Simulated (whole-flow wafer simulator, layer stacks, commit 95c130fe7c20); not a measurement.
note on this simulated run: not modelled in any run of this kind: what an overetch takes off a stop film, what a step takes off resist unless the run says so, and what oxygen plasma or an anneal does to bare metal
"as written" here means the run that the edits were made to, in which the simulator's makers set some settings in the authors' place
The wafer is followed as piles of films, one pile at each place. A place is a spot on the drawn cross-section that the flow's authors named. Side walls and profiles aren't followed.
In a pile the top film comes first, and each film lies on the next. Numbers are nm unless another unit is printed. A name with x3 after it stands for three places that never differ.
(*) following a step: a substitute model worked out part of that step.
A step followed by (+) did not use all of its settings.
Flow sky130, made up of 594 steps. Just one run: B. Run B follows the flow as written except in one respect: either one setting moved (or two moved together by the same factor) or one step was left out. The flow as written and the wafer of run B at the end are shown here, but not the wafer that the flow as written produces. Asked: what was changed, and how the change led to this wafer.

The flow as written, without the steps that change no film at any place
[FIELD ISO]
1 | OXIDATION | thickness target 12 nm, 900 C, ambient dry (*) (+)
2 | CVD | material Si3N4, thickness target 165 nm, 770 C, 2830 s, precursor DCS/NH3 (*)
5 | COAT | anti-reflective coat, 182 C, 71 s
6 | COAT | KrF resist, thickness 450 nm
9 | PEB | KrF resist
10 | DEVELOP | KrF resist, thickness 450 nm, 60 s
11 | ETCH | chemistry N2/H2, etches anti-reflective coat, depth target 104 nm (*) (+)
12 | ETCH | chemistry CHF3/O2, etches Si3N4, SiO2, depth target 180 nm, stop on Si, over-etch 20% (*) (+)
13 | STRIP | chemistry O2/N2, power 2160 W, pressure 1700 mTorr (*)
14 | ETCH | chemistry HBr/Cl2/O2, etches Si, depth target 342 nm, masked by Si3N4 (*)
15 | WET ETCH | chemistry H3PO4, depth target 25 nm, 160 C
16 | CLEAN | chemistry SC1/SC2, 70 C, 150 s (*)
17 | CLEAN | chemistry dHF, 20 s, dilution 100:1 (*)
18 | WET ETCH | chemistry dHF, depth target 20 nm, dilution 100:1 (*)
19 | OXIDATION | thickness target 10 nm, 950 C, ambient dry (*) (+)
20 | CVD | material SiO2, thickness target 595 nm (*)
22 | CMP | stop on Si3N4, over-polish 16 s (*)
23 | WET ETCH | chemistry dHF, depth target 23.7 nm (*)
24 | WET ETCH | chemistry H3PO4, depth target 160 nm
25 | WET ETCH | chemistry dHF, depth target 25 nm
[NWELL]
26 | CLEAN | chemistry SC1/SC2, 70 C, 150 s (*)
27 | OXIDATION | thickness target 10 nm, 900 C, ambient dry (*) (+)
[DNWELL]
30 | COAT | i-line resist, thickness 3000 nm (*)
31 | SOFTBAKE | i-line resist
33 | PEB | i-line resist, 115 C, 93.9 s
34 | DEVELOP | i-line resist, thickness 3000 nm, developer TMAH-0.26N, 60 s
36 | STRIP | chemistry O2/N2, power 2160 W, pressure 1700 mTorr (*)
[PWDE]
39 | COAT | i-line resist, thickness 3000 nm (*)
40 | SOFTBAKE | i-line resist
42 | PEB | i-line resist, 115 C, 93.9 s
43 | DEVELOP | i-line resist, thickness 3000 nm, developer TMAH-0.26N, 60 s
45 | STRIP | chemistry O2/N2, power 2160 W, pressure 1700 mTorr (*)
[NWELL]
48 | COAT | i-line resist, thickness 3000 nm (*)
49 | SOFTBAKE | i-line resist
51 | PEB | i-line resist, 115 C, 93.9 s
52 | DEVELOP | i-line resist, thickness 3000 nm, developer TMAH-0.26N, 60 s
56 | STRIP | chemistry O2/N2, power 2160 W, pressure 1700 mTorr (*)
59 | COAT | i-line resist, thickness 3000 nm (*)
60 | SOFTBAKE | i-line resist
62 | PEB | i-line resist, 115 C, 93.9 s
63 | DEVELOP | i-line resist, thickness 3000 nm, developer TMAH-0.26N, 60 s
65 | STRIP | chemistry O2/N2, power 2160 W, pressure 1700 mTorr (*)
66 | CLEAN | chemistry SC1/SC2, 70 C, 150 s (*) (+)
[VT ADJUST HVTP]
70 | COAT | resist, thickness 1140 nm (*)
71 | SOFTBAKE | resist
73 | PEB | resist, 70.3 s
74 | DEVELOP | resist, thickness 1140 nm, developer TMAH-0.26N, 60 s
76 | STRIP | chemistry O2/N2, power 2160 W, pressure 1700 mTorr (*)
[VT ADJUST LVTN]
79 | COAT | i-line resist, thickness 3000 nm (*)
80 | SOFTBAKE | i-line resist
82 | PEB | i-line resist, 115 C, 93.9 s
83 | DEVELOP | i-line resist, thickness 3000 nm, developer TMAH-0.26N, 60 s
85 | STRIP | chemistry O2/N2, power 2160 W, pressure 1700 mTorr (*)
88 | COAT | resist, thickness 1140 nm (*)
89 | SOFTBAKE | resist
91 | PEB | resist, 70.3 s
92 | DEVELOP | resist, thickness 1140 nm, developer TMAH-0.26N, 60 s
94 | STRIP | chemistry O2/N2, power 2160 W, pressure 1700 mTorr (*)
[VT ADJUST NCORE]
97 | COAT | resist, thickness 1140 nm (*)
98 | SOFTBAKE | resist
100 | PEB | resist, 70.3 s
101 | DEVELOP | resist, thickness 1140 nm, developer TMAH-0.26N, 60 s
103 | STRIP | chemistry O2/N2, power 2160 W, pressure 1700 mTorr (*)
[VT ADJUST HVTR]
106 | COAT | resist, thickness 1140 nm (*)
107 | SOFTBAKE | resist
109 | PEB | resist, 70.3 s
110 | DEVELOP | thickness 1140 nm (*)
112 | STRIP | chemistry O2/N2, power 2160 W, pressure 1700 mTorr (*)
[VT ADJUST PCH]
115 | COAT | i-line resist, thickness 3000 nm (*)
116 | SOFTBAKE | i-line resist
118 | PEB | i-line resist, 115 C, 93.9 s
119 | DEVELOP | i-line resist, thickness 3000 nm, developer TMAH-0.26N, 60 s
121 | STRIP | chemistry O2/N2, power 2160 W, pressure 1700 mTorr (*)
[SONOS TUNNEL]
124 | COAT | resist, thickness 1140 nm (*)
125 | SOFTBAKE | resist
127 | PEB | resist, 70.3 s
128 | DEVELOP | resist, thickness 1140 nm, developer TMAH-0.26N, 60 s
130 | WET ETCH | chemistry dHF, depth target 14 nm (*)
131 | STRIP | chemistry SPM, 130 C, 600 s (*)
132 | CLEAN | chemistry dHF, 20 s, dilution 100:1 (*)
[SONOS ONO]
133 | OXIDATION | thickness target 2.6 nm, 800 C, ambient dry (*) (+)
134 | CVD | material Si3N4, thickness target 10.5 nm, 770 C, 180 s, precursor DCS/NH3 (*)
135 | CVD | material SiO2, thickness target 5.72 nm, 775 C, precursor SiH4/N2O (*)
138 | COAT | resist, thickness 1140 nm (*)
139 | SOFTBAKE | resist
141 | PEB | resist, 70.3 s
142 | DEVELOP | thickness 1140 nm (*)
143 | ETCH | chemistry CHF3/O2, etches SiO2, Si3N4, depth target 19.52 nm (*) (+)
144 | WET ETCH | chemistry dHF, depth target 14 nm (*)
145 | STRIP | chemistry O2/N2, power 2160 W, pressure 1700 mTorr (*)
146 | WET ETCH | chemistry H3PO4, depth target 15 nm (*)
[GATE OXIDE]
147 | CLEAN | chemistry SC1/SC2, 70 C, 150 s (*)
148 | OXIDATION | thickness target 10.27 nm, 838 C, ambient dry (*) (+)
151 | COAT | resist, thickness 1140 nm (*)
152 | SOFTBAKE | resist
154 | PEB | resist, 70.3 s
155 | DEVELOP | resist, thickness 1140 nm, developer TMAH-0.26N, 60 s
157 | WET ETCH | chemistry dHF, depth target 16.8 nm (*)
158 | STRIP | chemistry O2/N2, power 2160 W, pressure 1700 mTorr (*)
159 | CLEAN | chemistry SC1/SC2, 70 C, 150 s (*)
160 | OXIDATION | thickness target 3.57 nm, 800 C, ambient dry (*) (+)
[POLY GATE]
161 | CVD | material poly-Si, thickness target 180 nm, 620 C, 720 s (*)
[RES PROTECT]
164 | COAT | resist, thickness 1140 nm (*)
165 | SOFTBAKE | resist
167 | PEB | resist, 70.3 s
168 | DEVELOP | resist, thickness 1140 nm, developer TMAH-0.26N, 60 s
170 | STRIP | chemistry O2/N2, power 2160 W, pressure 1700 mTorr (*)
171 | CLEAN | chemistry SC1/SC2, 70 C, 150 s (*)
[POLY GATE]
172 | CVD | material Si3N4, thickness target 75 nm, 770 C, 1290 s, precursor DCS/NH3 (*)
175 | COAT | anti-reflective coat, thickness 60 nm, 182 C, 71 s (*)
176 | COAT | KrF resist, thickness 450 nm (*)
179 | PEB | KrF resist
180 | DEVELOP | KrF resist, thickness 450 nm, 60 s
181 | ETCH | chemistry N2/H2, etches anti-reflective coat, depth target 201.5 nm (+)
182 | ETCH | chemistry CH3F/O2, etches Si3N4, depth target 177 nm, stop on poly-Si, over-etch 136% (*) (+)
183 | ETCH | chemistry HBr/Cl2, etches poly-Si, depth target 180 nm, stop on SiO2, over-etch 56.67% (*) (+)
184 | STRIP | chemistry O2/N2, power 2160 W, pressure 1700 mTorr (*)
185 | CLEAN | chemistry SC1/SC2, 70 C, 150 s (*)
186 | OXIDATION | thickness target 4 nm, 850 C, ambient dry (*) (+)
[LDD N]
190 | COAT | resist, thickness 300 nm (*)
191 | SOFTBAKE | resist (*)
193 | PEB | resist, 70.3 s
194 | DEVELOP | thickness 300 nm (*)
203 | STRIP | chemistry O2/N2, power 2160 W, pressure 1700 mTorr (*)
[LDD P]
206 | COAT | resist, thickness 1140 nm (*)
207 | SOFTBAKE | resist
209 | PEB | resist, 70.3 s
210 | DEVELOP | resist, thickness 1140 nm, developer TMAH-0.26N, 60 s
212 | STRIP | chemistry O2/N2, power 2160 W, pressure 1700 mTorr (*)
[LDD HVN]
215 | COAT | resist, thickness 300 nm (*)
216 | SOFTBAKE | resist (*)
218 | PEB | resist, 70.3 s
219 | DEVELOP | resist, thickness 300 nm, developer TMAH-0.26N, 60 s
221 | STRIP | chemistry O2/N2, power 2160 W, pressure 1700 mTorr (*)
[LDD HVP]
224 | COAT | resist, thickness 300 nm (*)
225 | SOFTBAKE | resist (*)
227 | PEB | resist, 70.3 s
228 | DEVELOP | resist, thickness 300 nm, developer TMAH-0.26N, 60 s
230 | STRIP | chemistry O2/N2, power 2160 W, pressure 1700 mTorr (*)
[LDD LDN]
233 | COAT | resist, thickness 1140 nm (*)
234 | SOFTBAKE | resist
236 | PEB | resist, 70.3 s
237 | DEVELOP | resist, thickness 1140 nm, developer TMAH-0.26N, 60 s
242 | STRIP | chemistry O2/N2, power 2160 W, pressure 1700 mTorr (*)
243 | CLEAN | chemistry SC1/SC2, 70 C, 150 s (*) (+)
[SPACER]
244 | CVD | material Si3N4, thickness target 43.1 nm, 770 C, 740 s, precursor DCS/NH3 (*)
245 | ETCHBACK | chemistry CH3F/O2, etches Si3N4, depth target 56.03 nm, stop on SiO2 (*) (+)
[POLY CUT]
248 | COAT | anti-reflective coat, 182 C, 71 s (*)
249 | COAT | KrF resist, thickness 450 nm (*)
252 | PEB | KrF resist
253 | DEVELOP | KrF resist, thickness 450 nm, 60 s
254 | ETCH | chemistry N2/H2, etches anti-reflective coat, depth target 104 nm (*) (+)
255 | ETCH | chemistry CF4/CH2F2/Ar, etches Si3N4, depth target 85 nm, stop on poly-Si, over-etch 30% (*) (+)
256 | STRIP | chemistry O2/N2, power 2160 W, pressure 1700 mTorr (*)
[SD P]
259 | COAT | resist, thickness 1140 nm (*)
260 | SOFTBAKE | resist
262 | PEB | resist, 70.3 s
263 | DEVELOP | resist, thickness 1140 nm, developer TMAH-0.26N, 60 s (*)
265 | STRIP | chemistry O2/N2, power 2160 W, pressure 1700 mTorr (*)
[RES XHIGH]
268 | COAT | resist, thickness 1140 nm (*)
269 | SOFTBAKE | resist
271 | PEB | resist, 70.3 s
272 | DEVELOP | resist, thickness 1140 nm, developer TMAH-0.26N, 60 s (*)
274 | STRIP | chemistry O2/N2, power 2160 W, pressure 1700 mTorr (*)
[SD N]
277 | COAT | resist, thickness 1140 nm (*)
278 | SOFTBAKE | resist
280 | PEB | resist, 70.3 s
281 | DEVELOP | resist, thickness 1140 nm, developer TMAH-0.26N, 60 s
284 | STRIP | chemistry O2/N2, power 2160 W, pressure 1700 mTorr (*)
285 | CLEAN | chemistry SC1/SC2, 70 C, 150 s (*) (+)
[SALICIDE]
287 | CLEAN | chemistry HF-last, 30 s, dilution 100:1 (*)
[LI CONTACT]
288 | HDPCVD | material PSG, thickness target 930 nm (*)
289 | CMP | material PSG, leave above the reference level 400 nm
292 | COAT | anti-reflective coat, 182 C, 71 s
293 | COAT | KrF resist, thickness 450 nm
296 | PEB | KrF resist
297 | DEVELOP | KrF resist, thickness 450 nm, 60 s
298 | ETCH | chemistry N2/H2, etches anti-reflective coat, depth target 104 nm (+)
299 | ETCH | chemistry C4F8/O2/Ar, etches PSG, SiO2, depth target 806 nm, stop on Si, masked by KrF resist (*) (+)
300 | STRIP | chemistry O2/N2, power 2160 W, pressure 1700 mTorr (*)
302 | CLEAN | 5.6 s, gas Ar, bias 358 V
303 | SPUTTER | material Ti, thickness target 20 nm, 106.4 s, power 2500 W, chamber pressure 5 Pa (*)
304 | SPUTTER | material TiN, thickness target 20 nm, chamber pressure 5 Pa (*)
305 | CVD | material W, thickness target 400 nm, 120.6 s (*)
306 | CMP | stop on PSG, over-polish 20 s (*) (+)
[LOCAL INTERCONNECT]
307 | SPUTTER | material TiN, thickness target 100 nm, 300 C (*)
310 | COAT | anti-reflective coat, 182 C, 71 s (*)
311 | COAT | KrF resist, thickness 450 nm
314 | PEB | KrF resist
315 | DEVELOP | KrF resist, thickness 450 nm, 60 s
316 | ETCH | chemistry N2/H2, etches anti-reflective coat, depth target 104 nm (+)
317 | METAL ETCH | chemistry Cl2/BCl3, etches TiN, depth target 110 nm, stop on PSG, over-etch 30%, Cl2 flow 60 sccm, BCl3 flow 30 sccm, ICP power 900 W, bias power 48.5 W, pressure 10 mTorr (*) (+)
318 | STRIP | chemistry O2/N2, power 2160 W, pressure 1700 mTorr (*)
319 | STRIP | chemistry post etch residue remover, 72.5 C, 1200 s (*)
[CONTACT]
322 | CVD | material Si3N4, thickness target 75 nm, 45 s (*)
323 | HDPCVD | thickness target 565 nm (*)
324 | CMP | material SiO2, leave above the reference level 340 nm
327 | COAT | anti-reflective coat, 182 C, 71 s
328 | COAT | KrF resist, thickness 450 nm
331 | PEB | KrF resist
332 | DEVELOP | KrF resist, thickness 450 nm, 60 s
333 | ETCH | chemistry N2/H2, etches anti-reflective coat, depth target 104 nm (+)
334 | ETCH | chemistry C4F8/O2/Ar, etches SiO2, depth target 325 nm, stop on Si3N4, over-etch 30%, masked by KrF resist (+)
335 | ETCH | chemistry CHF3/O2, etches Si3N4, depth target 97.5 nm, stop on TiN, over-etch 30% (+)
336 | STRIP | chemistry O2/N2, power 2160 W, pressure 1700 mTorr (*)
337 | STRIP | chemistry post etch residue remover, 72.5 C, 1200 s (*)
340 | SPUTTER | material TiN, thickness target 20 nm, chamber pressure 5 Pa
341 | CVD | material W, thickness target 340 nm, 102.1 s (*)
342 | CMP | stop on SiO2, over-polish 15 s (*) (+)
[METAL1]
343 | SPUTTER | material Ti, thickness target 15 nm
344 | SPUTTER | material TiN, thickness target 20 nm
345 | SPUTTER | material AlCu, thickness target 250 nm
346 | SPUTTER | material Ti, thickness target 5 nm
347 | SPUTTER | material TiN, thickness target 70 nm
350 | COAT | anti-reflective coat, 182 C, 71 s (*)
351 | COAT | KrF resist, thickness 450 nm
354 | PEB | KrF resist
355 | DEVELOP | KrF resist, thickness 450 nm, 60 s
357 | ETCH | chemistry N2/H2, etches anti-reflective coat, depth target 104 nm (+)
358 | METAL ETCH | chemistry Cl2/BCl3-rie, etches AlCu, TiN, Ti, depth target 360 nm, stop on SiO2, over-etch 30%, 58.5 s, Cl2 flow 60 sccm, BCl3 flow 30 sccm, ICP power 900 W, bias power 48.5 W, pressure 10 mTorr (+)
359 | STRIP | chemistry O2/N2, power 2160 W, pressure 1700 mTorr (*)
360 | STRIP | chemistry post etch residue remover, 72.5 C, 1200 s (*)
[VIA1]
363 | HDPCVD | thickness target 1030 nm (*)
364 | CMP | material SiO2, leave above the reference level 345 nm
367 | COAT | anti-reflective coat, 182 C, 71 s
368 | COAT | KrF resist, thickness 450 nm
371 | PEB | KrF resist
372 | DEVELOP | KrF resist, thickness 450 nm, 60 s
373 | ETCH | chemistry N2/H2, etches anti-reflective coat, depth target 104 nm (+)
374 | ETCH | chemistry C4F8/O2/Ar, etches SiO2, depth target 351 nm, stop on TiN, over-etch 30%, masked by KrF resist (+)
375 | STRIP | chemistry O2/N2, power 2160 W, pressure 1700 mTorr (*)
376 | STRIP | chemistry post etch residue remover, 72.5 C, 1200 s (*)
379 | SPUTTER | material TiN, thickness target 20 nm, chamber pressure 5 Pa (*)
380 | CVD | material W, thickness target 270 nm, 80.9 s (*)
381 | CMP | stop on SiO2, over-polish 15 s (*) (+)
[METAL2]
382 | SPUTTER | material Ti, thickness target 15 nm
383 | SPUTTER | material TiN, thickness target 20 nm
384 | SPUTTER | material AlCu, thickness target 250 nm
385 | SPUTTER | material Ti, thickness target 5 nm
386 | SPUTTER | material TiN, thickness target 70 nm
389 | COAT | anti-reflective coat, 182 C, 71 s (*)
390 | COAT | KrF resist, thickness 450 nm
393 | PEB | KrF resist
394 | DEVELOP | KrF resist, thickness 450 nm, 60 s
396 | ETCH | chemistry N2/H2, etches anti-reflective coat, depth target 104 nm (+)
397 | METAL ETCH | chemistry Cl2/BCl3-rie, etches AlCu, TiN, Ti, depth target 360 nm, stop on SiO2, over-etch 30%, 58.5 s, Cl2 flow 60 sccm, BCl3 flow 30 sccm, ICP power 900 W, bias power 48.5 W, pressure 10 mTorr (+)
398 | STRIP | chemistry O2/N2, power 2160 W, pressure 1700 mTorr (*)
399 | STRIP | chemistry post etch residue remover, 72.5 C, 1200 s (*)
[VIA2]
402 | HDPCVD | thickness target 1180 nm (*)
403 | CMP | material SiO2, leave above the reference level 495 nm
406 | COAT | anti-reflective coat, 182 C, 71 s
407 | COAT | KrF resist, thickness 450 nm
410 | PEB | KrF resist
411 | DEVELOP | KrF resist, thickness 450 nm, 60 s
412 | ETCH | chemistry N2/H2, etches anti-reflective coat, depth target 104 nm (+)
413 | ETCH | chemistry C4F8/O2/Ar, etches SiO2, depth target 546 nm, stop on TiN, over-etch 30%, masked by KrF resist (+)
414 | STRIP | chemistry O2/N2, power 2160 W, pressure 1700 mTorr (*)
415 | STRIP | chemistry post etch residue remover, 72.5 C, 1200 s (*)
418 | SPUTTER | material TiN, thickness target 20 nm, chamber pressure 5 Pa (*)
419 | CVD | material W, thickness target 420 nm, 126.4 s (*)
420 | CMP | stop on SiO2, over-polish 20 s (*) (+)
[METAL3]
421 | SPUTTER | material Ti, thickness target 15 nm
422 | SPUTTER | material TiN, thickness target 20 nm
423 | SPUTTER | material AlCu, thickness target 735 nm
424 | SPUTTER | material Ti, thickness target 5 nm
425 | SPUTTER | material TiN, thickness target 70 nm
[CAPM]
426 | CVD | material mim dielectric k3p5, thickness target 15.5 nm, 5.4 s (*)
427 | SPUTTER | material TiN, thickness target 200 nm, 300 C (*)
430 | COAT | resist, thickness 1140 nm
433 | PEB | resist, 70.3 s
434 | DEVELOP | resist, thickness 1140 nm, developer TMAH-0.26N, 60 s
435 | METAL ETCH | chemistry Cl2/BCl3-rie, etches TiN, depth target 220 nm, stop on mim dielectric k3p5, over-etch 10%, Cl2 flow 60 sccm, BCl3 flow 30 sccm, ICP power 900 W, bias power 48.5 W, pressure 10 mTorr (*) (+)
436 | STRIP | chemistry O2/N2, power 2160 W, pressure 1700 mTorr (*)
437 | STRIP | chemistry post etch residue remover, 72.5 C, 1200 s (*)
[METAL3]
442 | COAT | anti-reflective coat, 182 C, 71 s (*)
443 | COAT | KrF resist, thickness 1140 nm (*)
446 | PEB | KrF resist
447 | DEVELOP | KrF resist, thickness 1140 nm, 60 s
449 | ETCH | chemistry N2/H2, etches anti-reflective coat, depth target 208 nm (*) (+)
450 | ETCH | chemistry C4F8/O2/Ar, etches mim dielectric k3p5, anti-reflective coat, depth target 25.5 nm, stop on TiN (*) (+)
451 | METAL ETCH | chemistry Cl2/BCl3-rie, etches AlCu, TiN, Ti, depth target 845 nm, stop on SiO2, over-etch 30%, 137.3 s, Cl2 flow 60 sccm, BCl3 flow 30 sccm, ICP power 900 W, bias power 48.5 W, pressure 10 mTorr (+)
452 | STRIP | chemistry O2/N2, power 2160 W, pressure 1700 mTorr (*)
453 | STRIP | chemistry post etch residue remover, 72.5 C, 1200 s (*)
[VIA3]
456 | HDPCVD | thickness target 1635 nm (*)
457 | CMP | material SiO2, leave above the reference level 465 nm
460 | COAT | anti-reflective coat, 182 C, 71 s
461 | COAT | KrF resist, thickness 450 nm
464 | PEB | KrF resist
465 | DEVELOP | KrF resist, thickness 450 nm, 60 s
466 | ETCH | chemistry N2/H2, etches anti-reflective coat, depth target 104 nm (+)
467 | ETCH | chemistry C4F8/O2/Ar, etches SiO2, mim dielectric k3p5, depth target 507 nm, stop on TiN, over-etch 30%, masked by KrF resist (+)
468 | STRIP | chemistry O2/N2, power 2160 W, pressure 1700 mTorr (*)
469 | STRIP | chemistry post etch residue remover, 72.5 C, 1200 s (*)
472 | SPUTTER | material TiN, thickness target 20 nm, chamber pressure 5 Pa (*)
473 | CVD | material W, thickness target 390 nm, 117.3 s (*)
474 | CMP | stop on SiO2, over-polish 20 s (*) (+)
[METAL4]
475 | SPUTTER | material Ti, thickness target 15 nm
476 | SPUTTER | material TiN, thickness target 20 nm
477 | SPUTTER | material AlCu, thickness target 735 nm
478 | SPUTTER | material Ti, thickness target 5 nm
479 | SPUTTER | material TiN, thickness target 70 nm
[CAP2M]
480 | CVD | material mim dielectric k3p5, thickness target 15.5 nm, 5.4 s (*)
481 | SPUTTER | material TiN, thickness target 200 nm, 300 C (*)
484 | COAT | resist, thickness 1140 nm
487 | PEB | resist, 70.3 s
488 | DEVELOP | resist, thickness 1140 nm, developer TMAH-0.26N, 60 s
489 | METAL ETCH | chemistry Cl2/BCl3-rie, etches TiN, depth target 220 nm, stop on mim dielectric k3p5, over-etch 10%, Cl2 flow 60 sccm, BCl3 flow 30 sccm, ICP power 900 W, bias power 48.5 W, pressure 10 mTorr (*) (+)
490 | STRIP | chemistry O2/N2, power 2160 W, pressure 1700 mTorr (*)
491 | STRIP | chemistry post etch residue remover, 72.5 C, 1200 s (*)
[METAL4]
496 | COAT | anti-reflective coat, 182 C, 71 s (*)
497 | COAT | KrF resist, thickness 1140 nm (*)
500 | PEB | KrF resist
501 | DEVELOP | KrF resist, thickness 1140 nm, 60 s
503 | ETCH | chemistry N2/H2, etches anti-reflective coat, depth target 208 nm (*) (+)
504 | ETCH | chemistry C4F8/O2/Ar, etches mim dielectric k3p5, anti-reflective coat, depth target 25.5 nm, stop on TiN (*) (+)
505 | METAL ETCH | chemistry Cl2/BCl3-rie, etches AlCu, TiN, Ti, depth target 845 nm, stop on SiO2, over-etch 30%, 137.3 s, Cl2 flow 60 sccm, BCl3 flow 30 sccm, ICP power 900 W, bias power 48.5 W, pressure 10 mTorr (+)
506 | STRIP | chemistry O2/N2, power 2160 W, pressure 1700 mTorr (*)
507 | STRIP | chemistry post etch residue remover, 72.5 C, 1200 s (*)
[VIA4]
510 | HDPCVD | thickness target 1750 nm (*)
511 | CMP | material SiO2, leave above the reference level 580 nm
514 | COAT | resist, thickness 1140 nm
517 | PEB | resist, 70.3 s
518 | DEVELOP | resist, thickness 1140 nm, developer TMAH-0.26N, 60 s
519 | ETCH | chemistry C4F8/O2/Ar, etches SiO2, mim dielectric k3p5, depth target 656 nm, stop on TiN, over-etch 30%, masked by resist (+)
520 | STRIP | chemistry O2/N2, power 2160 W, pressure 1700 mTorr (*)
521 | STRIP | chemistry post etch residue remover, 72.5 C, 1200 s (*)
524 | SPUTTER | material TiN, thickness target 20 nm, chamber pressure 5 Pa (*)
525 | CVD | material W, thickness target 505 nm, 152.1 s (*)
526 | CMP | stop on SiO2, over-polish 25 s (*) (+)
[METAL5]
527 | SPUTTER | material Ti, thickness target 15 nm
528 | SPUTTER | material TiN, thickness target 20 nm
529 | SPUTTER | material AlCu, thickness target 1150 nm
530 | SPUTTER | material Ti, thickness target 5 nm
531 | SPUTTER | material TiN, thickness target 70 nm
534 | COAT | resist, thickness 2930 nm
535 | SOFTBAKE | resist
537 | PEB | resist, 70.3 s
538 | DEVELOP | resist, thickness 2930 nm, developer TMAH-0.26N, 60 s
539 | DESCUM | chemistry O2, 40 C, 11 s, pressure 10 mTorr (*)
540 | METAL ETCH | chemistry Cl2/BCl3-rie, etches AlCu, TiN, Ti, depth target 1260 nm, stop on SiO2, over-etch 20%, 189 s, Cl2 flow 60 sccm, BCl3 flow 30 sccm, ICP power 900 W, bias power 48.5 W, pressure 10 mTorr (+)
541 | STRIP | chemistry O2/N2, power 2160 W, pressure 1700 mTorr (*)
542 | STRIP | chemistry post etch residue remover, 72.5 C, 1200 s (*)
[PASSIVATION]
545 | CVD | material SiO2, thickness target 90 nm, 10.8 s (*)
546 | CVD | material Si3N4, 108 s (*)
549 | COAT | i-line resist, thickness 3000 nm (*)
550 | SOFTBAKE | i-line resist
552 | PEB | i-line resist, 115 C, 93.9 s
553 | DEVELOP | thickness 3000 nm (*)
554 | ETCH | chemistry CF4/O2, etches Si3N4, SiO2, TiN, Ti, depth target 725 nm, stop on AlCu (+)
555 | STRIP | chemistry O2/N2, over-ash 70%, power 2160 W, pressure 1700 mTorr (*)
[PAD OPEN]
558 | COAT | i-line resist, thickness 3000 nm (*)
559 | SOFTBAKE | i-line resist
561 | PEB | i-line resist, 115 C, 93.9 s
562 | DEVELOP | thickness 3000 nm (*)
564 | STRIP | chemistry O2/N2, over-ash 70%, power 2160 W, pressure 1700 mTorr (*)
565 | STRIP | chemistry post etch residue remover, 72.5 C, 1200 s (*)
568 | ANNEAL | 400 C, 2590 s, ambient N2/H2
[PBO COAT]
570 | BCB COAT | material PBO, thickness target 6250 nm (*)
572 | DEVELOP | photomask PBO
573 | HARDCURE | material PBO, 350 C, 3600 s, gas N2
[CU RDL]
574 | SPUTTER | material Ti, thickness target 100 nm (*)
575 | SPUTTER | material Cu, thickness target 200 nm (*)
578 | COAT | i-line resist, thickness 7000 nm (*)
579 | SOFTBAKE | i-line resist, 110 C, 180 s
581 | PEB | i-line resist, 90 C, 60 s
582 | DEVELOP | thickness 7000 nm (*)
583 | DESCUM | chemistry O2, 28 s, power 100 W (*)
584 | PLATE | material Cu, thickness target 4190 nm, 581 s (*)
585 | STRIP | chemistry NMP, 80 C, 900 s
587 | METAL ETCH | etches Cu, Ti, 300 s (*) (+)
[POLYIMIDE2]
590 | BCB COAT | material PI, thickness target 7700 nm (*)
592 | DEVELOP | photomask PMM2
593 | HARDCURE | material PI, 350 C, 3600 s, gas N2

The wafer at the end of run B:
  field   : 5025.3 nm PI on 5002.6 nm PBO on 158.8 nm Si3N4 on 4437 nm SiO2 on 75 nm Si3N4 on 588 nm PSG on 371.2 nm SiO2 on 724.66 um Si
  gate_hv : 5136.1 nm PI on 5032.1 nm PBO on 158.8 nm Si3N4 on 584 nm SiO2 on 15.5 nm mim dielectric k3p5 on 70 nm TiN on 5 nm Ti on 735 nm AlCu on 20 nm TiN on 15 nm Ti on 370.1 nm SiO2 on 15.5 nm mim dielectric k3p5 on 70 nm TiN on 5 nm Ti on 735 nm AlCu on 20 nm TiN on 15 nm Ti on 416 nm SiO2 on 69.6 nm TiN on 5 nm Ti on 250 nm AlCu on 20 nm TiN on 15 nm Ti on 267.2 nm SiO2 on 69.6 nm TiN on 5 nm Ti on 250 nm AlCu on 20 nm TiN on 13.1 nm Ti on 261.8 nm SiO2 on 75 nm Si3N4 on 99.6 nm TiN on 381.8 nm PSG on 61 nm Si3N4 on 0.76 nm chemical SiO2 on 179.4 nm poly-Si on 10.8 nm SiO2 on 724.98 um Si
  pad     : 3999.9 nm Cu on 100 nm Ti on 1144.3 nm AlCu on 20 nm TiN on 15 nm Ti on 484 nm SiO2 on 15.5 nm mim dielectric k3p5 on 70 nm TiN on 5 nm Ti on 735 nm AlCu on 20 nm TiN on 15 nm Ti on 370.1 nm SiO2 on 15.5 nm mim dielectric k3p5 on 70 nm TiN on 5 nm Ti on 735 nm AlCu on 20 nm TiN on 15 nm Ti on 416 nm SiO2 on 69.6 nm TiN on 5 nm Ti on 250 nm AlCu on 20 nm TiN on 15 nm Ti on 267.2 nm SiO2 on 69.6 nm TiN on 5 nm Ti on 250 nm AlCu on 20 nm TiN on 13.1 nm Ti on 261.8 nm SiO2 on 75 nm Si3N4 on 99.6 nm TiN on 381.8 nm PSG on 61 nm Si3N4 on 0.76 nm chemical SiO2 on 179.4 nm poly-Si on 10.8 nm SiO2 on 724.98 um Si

What caused this: step 343, SPUTTER: thickness target 13.1 nm was run, whereas the flow has thickness target 15 nm.
The wafer itself shows it: gate_hv has Ti 13.1, and step 343 as written asks for 15 nm.

The path from the change to this, step by step:
  343 | SPUTTER | material Ti, thickness target 15 nm
      field, active, n_well and 188 more: +13.1 Ti (new film) (it would be, as written: +15 Ti (new film))
  358 | METAL ETCH | chemistry Cl2/BCl3-rie, etches AlCu, TiN, Ti, depth target 360 nm, stop on SiO2, over-etch 30%, 58.5 s, Cl2 flow 60 sccm, BCl3 flow 30 sccm, ICP power 900 W, bias power 48.5 W, pressure 10 mTorr (+)
      field, active, gate and 81 more: -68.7 TiN (all of it), -5 Ti (all of it), -250 AlCu (all of it), -20 TiN (all of it), -13.1 Ti (all of it), -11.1 SiO2 (it would be, as written: -68.7 TiN (all of it), -5 Ti (all of it), -250 AlCu (all of it), -20 TiN (all of it), -15 Ti (all of it), -10.9 SiO2)
